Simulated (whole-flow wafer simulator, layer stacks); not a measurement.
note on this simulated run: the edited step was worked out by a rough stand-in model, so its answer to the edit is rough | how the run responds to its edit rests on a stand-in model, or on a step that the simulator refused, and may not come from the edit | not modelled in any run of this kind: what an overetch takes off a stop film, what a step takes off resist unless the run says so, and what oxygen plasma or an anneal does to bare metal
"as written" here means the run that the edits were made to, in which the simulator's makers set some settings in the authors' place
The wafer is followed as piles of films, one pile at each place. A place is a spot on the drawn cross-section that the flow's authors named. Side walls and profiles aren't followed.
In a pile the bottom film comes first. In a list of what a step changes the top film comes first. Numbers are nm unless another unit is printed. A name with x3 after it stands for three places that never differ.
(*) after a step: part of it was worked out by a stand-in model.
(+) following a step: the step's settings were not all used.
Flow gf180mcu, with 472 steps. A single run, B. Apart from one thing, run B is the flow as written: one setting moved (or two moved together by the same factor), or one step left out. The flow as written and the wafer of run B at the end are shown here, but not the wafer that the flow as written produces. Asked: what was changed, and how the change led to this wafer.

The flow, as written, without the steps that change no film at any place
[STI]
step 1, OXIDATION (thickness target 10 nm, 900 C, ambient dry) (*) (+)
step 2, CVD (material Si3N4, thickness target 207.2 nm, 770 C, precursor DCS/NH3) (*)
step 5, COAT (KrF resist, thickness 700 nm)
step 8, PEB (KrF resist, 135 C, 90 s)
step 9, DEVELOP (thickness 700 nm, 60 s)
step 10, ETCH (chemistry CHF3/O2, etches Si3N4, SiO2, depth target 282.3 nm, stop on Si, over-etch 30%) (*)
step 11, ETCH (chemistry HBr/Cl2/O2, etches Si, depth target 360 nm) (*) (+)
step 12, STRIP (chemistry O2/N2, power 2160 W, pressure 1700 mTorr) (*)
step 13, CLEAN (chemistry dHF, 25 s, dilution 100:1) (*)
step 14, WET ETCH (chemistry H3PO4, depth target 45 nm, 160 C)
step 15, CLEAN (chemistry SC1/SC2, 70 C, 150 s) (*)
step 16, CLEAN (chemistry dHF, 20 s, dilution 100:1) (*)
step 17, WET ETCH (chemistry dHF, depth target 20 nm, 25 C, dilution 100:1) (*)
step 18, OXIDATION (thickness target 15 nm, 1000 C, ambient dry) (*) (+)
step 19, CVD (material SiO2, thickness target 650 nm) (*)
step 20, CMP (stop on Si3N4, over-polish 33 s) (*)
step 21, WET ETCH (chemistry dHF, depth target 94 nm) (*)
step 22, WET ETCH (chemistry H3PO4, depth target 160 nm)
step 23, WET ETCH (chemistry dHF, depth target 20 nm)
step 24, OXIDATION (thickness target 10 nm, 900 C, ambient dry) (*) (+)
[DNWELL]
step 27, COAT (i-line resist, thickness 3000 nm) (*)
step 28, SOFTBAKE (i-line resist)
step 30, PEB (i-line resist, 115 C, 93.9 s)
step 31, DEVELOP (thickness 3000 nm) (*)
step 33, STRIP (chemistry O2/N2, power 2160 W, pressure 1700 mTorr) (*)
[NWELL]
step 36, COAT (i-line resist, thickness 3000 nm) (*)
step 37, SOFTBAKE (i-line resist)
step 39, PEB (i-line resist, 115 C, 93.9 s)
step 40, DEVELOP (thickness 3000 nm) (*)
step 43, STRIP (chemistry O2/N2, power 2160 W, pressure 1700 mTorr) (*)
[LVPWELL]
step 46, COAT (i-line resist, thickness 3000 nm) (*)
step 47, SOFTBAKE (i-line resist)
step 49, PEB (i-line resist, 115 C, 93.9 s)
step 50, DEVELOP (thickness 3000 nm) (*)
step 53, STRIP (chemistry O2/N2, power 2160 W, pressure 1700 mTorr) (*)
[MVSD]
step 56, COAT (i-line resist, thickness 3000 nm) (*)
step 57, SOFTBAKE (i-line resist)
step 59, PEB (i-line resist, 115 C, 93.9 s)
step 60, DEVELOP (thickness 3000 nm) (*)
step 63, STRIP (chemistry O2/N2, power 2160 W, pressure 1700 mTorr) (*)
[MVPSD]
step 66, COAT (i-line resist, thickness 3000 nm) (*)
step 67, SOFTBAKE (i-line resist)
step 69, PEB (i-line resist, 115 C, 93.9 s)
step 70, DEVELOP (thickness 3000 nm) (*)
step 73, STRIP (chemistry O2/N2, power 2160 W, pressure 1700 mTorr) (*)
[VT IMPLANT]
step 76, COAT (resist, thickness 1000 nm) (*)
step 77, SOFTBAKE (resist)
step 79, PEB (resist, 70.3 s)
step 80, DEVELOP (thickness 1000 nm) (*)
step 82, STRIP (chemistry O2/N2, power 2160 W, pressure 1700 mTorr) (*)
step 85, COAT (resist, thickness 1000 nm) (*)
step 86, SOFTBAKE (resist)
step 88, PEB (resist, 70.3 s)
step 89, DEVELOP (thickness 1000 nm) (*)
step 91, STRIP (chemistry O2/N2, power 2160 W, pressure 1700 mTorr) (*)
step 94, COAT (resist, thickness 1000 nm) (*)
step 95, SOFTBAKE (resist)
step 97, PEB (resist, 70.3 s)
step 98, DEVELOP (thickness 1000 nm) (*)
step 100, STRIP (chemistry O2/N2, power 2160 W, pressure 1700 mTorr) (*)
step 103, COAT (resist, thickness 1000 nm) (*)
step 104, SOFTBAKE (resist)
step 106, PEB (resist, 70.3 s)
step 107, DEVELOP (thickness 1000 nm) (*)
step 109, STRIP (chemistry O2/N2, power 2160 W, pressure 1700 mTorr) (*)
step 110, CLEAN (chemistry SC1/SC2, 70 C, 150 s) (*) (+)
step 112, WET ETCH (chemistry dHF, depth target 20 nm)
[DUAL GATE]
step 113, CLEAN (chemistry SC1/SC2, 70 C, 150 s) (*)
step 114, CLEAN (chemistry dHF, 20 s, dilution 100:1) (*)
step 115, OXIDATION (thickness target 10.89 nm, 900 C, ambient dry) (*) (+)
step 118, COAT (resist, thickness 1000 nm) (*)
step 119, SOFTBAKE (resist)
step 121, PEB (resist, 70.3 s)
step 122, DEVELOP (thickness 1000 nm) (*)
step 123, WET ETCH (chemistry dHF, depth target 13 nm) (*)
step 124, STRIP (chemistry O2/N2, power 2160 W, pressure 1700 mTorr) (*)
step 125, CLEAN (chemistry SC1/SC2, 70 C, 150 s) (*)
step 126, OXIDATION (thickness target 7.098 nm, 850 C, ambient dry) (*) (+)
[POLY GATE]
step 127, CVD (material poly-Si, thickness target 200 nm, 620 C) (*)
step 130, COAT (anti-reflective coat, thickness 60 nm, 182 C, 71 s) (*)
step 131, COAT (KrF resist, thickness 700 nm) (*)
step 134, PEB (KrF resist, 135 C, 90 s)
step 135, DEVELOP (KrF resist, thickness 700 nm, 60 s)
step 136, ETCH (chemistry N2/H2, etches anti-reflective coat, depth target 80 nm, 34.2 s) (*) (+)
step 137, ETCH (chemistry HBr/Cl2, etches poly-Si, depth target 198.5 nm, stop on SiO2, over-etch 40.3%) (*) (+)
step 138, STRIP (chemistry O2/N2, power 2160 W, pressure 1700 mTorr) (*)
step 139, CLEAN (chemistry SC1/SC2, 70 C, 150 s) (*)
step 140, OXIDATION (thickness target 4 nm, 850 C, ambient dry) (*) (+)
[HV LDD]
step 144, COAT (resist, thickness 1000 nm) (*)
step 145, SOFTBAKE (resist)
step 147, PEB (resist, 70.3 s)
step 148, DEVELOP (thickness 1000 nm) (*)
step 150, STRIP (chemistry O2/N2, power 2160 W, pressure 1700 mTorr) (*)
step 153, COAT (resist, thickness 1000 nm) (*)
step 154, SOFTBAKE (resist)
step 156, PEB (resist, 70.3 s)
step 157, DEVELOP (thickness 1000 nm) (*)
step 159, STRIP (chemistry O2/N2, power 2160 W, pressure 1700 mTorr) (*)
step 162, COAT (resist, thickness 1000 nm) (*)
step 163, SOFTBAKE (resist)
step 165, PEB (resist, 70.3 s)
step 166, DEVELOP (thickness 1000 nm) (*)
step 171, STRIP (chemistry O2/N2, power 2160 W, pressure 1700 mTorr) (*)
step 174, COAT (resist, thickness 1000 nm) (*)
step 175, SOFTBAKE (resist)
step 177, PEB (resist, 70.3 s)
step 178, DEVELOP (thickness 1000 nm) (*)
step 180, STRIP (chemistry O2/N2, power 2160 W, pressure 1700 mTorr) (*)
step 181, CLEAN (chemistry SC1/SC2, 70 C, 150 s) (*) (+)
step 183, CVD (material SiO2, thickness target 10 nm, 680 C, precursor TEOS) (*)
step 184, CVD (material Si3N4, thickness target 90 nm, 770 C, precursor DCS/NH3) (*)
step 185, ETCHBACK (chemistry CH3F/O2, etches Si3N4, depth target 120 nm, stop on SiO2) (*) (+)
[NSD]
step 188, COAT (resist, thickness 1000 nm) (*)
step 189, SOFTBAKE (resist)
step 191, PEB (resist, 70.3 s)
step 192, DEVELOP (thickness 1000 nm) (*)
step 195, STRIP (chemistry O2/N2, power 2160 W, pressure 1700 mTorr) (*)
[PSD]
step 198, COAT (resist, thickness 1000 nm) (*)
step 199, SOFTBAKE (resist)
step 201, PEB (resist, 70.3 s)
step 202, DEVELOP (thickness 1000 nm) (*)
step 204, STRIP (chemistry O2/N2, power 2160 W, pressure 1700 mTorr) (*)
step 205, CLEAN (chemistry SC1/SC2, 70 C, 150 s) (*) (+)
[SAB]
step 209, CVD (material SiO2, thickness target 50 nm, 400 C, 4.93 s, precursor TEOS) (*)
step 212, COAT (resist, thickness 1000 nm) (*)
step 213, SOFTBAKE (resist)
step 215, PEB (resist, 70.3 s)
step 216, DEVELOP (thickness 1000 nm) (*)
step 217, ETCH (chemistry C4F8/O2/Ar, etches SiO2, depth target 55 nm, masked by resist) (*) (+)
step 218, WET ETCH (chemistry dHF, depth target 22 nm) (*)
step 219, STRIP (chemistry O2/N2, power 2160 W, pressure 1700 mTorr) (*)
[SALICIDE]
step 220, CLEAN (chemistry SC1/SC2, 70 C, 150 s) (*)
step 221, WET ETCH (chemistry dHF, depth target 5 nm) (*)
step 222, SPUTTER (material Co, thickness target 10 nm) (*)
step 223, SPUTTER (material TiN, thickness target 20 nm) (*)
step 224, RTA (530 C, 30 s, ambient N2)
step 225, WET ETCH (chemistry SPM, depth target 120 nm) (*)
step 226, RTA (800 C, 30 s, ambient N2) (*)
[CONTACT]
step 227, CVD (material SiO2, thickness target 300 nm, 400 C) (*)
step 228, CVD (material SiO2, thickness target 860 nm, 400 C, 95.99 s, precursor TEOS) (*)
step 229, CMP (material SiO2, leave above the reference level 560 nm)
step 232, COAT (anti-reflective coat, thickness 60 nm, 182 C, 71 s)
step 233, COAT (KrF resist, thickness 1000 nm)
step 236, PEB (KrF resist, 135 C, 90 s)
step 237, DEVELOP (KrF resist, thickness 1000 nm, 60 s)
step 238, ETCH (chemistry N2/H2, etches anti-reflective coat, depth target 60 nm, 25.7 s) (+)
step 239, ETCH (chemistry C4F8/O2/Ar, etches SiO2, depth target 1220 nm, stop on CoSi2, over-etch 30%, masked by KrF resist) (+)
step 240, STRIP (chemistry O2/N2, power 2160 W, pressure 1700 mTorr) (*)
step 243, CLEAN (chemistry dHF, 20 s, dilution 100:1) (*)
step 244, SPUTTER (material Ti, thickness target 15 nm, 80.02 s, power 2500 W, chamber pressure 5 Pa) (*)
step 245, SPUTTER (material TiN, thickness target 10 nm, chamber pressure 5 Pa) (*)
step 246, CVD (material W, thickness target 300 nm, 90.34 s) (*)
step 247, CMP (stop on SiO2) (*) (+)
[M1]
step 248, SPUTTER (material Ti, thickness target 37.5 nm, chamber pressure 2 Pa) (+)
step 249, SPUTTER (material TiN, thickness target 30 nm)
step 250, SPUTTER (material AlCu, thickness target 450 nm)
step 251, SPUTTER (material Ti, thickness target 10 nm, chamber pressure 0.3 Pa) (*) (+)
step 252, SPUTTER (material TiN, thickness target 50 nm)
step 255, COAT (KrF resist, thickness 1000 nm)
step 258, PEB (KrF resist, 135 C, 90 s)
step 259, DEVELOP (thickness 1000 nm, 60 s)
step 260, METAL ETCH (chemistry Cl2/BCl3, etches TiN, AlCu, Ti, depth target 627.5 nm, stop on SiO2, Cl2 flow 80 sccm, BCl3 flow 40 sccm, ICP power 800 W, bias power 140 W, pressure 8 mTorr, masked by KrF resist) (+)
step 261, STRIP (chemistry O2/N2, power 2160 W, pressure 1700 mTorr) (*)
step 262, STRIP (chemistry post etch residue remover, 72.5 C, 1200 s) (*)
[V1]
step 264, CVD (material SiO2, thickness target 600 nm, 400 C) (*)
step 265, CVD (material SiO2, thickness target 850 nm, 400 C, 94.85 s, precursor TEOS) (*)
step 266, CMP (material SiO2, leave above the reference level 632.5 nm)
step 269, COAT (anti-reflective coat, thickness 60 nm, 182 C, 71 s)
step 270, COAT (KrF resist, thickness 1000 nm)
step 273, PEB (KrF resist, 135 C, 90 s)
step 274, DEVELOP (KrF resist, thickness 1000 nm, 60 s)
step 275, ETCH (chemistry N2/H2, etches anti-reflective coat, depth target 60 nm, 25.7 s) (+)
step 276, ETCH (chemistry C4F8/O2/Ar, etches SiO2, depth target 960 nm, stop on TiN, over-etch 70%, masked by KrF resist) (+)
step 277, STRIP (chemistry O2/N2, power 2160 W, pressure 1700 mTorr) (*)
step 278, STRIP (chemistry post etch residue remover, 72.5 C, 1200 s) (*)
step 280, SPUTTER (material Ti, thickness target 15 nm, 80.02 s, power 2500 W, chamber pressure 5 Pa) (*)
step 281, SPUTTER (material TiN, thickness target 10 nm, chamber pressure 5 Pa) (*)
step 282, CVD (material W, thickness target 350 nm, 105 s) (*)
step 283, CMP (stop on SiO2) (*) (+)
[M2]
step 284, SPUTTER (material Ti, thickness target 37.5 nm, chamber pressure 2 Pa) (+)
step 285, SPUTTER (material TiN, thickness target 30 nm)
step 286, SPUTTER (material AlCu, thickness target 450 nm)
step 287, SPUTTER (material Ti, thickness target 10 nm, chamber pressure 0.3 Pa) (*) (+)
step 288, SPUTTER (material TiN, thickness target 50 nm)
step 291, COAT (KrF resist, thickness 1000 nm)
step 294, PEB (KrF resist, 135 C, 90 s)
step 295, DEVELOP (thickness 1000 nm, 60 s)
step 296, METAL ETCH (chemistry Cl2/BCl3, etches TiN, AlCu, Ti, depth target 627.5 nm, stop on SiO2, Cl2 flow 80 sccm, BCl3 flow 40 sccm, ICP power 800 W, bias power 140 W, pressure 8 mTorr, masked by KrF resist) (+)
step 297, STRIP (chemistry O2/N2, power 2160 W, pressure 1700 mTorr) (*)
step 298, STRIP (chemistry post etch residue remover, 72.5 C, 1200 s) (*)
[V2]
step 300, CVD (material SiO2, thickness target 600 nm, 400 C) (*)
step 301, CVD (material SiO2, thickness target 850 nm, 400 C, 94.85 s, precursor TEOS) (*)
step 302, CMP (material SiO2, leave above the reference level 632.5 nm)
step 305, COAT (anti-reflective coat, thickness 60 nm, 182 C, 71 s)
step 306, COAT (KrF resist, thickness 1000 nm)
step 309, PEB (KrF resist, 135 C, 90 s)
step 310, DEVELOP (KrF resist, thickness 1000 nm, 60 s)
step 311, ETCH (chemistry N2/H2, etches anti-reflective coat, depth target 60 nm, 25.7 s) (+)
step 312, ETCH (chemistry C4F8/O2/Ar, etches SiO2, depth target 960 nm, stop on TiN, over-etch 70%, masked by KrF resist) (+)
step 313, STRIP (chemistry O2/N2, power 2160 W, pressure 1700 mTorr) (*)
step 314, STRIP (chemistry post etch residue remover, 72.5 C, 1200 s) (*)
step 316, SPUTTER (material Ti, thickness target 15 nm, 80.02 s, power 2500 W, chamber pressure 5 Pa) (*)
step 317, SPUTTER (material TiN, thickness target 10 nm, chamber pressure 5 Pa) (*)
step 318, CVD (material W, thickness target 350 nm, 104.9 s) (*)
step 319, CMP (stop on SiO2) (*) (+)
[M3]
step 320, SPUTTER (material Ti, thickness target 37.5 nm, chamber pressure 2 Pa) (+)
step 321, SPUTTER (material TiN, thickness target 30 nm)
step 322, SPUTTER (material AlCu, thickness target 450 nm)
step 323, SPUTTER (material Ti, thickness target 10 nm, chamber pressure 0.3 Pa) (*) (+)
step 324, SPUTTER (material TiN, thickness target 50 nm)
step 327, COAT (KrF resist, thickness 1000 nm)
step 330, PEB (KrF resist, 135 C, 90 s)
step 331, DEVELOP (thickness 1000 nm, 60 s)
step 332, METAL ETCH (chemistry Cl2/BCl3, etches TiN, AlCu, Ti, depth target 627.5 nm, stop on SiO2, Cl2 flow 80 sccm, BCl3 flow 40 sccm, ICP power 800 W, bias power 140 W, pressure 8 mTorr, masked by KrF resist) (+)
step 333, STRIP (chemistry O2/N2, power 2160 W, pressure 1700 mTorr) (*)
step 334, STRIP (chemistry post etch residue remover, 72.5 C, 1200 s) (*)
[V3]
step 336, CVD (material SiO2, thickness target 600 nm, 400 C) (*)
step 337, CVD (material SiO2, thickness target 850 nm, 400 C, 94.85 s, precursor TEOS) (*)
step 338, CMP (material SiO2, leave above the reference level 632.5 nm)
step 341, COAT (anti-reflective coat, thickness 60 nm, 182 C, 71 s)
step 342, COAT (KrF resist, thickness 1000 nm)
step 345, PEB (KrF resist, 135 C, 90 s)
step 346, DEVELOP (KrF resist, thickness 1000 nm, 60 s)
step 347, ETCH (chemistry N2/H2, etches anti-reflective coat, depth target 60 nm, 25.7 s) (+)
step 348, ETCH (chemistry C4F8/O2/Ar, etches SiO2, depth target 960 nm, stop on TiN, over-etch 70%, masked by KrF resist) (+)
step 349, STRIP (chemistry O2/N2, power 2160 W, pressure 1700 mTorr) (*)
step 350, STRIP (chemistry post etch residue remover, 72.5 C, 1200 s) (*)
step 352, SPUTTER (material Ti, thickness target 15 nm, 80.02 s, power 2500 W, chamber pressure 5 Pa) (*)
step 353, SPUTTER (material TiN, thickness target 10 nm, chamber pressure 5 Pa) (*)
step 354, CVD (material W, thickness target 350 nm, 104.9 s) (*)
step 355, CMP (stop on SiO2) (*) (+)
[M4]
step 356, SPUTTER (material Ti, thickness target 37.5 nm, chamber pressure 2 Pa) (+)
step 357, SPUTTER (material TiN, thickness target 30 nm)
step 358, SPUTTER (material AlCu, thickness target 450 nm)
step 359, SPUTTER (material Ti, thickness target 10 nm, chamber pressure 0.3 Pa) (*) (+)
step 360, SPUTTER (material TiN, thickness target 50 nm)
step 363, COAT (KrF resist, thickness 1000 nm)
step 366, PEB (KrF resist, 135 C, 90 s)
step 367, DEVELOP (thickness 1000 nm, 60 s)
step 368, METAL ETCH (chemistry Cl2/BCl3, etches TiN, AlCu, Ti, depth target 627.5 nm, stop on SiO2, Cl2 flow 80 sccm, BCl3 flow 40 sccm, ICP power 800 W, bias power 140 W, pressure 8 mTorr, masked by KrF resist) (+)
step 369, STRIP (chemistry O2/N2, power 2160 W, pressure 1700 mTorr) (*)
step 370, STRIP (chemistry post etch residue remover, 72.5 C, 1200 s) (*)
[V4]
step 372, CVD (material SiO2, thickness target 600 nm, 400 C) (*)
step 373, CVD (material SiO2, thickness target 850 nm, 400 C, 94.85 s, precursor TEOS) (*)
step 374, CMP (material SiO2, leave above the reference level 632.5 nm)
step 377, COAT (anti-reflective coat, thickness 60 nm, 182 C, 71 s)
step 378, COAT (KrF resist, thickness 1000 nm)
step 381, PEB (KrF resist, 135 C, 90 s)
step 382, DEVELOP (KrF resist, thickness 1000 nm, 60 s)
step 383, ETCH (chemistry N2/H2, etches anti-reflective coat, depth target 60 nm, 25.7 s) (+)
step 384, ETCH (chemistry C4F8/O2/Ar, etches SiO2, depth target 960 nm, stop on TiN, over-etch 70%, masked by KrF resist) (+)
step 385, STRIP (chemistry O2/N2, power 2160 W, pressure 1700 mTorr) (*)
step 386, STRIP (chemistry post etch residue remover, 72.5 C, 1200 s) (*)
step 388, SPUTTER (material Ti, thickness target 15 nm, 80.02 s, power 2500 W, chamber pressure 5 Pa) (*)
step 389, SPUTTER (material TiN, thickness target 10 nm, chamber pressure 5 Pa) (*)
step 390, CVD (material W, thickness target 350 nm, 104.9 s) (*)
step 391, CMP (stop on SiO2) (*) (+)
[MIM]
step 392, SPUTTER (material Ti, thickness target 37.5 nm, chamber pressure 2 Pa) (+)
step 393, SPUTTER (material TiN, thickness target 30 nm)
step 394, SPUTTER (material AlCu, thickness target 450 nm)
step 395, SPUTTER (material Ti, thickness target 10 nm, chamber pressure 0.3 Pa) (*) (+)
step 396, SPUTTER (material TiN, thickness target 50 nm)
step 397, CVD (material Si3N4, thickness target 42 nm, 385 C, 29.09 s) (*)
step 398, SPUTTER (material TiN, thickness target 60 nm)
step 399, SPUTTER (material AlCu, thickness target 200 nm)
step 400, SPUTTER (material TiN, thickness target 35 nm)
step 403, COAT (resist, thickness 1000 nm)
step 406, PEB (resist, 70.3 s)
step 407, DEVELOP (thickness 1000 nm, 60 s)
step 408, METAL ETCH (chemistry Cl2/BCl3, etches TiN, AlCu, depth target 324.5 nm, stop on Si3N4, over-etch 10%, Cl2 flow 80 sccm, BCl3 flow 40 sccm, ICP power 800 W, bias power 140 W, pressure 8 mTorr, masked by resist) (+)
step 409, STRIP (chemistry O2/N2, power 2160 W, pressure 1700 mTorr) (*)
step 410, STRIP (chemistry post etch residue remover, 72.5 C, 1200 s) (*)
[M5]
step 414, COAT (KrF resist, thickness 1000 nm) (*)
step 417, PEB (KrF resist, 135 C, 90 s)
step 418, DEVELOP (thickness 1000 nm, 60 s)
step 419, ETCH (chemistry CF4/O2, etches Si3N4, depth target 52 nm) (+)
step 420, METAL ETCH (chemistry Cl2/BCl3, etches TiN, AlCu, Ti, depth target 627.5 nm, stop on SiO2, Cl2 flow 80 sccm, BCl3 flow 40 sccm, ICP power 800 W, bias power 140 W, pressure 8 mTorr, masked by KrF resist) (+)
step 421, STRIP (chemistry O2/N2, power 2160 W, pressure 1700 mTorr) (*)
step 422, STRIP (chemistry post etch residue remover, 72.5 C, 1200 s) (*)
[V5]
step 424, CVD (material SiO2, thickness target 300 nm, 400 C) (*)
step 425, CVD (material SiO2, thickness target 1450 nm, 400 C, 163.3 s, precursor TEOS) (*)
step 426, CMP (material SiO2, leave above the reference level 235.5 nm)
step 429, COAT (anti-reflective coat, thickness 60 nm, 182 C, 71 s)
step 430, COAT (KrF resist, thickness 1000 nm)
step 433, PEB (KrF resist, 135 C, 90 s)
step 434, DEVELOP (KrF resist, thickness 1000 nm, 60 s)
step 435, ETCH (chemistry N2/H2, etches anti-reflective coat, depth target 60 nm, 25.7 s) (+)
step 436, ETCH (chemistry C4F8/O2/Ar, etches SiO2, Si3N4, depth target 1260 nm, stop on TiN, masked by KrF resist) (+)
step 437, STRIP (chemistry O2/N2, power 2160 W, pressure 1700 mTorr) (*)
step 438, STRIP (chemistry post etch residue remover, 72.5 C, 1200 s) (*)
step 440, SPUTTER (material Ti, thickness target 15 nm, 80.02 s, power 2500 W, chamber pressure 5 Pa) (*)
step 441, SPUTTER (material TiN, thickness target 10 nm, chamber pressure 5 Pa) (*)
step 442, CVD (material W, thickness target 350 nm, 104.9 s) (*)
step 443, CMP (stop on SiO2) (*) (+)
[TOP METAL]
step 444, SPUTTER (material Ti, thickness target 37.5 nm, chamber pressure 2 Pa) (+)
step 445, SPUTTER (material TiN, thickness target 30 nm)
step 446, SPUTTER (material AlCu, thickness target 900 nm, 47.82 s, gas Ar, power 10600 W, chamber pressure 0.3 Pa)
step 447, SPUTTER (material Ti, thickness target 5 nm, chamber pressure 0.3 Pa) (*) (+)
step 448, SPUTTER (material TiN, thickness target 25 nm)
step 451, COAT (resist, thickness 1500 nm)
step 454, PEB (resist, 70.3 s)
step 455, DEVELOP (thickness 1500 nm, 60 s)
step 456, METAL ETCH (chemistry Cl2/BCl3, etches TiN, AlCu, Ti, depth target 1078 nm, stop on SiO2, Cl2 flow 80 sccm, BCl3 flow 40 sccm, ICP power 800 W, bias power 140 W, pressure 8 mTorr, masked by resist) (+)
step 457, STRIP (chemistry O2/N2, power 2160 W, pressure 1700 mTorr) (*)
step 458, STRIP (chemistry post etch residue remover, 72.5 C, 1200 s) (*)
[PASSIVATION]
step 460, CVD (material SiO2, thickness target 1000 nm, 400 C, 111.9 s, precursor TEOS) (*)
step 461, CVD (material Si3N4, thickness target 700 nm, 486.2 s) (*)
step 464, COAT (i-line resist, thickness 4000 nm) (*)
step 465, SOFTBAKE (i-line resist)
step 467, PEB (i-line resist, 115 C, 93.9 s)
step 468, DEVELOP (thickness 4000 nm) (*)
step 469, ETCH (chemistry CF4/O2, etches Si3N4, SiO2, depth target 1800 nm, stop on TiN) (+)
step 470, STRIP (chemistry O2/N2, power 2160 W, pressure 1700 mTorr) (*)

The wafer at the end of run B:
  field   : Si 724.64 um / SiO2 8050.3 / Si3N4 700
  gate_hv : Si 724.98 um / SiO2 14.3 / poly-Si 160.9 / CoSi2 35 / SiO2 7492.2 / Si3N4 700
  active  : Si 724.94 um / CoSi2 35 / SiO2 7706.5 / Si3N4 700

What caused this: step 227, CVD: thickness target 123 nm was run, while the flow as written has thickness target 300 nm.

Step by step, how the change led to this:
  step 227, CVD (material SiO2, thickness target 300 nm, 400 C) (*)
      field, field__w1, field__w2 and 58 more: SiO2 gains 123 (in the flow as written it would be: SiO2 gains 300)
      active, p_well, gate and 47 more: SiO2 gains 123 (new film) (in the flow as written it would be: SiO2 gains 300 (new film))
  step 228, CVD (material SiO2, thickness target 860 nm, 400 C, 95.99 s, precursor TEOS) (*)
      field__w3: SiO2 gains 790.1 (in the flow as written it would be: SiO2 gains 807.3)
      field__w12: SiO2 gains 790 (in the flow as written it would be: SiO2 gains 807.3)
  step 229, CMP (material SiO2, leave above the reference level 560 nm)
      ld_drift_p, ld_drn_p: SiO2 loses 437.9 (in the flow as written it would be: SiO2 loses 425.8)
      nw_enc_fld_lv__w1, nw_enc_fld_lv__w4: SiO2 loses 323.6 (in the flow as written it would be: SiO2 loses 332.2)
      (and at 7 other places as well)
  step 239, ETCH (chemistry C4F8/O2/Ar, etches SiO2, depth target 1220 nm, stop on CoSi2, over-etch 30%, masked by KrF resist) (+)
      field, field__w1, field__w2 and 105 more: KrF resist loses 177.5 (in the flow as written it would be: KrF resist loses 223.5)
      polyc_n, polyc_p: SiO2 loses 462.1 (all of it) (in the flow as written it would be: SiO2 loses 639.1 (all of it))
      (and at 1 other place as well)
  step 240, STRIP (chemistry O2/N2, power 2160 W, pressure 1700 mTorr) (*)
      field, field__w1, field__w2 and 105 more: KrF resist loses 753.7 (all of it), anti-reflective coat loses 60 (all of it) (in the flow as written it would be: KrF resist loses 707.7 (all of it), anti-reflective coat loses 60 (all of it))
  step 244, SPUTTER (material Ti, thickness target 15 nm, 80.02 s, power 2500 W, chamber pressure 5 Pa) (*)
      contact: Ti gains 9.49 (new film) (in the flow as written it would be: Ti gains 8.55 (new film))
  step 245, SPUTTER (material TiN, thickness target 10 nm, chamber pressure 5 Pa) (*)
      contact: TiN gains 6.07 (new film) (in the flow as written it would be: TiN gains 5.48 (new film))
  step 246, CVD (material W, thickness target 300 nm, 90.34 s) (*)
      polyc_n, polyc_p: W gains 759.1 (new film) (in the flow as written it would be: W gains 936.1 (new film))
      contact: W gains 989 (new film) (in the flow as written it would be: W gains 1167.5 (new film))
